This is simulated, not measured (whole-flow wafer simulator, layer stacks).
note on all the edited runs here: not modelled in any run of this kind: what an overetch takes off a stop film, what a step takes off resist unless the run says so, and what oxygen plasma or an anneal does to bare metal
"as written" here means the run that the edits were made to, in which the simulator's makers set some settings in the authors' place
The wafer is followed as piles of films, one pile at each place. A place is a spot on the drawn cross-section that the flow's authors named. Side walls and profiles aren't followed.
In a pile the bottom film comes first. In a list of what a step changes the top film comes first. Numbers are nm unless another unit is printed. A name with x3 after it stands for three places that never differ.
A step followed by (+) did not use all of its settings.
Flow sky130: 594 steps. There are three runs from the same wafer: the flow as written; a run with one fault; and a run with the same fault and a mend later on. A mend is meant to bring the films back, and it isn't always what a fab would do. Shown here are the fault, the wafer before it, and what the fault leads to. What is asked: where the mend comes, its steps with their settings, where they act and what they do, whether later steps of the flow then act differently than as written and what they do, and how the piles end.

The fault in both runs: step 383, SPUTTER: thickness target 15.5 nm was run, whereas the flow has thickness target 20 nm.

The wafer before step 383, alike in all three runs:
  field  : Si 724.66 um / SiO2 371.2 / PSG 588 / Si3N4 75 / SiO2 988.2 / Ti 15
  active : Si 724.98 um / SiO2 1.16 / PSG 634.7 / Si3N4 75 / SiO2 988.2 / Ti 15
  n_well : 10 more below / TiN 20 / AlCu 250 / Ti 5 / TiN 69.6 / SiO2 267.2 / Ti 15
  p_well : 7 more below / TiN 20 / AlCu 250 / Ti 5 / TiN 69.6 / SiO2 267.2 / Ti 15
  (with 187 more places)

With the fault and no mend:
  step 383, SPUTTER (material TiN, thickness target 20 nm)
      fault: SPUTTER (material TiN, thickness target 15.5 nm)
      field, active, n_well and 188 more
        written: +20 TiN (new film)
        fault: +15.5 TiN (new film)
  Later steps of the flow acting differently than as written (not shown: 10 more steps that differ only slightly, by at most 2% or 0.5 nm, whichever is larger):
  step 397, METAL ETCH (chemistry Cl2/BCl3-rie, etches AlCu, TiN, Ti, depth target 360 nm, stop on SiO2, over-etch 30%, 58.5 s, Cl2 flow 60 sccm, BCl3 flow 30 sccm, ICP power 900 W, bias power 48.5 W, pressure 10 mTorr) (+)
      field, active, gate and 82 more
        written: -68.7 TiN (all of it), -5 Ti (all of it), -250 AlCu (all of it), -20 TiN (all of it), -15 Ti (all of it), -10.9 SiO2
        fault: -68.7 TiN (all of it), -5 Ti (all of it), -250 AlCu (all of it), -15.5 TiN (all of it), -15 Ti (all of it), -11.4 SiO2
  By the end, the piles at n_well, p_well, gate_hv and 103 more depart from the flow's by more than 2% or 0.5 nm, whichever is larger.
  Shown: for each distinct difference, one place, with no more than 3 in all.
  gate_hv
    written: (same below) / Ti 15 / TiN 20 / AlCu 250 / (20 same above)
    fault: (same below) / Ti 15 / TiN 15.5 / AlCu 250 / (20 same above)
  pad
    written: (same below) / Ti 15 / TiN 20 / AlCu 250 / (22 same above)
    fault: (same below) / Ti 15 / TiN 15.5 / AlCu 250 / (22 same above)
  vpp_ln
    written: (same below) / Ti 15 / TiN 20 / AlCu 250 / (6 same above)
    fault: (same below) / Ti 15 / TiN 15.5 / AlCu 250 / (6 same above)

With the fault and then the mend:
  The mend follows step 383.
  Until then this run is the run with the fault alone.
  step 383a, SPUTTER (material TiN, thickness target 4.5 nm) (a further turn of the flow's step 383, with different settings)
      field, active, n_well and 188 more
        +4.5 TiN
  Every later step of the flow that is run acts as written at every place that is followed.
  At every place that both follow, the piles at the end match the flow's.
